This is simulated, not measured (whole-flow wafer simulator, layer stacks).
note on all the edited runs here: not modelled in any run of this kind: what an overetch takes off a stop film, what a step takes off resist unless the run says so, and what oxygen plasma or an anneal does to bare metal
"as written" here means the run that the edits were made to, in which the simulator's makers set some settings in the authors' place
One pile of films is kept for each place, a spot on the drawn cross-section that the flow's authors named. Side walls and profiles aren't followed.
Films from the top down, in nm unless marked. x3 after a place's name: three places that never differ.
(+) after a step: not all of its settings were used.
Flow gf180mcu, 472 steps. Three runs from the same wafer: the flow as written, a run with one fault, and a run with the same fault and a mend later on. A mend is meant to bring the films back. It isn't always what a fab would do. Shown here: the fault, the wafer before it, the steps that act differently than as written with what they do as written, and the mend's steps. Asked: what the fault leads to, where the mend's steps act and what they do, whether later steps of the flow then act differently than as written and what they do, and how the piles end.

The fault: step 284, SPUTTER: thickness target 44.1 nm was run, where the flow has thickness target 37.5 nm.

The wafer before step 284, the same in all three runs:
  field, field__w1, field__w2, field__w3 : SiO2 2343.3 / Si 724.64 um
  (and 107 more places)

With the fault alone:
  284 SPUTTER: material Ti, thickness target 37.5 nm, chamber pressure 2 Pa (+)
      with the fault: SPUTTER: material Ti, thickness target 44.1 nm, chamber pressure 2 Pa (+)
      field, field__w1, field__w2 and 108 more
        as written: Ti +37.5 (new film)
        with the fault: Ti +44.1 (new film)
  Later steps of the flow that act differently than as written:
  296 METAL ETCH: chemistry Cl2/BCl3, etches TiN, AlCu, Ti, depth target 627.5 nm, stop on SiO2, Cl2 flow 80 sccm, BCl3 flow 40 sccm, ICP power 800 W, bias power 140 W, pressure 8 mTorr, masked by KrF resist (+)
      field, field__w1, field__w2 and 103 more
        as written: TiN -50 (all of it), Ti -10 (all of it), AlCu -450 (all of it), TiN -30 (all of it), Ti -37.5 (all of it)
        with the fault: TiN -50 (all of it), Ti -10 (all of it), AlCu -450 (all of it), TiN -30 (all of it), Ti -44.1 (all of it)
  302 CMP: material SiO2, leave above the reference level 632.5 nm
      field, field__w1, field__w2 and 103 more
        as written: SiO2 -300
        with the fault: SiO2 -293.4
  At the end the piles differ from the flow's by more than 2% or 0.5 nm, whichever is larger, at field__w8, contact, m1, m1__w1, m1_nw.
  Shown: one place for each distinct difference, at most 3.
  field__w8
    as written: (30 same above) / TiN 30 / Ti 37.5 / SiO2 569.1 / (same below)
    with the fault: (30 same above) / TiN 30 / Ti 44.1 / SiO2 569.1 / (same below)
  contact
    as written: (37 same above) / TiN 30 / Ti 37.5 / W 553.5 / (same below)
    with the fault: (37 same above) / TiN 30 / Ti 44.1 / W 553.5 / (same below)

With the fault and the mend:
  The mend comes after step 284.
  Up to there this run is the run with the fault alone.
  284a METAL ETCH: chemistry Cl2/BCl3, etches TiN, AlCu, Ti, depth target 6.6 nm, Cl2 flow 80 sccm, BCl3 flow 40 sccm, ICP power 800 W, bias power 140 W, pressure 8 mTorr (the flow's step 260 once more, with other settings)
      field, field__w1, field__w2 and 108 more
        Ti -6.6
  No later step of the flow acts differently than as written at any place that is followed.
  At the end the piles are the same as the flow's at every place that both follow.
